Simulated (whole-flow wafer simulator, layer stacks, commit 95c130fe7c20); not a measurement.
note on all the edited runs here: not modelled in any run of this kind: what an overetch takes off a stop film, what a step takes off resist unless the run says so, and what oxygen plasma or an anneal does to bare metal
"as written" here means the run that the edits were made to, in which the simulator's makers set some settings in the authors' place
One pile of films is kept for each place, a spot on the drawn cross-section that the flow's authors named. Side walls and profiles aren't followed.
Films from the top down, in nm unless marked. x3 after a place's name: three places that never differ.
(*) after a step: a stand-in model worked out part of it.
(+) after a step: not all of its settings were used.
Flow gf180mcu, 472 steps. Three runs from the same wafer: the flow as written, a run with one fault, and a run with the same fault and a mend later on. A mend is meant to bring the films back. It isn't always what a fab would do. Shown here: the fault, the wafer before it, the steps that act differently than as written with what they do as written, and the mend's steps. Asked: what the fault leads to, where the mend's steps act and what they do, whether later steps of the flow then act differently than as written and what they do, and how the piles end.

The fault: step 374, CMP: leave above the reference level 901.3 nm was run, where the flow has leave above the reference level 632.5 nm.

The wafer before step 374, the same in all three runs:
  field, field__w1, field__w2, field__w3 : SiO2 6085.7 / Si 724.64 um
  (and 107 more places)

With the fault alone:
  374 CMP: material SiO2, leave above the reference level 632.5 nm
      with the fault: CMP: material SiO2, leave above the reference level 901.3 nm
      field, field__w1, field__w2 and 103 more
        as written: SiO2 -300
        with the fault: SiO2 -31.2
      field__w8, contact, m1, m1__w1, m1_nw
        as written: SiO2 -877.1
        with the fault: SiO2 -608.3
  Later steps of the flow that act differently than as written:
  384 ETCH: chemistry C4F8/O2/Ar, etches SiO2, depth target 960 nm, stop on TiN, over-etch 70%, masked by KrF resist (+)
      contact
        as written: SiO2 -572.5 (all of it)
        with the fault: SiO2 -841.3 (all of it)
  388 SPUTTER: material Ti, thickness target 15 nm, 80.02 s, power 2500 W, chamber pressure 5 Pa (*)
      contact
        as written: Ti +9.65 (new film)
        with the fault: Ti +8.26 (new film)
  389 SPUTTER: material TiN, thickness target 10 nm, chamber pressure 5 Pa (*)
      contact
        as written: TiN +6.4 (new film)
        with the fault: TiN +5.47 (new film)
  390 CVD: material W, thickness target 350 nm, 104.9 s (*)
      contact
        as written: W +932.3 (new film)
        with the fault: W +1203.4 (new film)
  At the end the piles differ from the flow's by more than 2% or 0.5 nm, whichever is larger, at field, field__w1, field__w2 and 109 more.
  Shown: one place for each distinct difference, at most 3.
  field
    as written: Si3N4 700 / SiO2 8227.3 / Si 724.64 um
    with the fault: Si3N4 700 / SiO2 8496.1 / Si 724.64 um
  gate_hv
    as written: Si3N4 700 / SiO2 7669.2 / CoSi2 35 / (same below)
    with the fault: Si3N4 700 / SiO2 7938 / CoSi2 35 / (same below)
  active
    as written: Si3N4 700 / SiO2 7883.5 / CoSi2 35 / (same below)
    with the fault: Si3N4 700 / SiO2 8152.3 / CoSi2 35 / (same below)

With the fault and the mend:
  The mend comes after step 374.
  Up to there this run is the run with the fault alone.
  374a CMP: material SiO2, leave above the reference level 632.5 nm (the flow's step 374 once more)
      field, field__w1, field__w2 and 108 more
        SiO2 -268.8
  No later step of the flow acts differently than as written at any place that is followed.
  At the end the piles are the same as the flow's at every place that both follow.
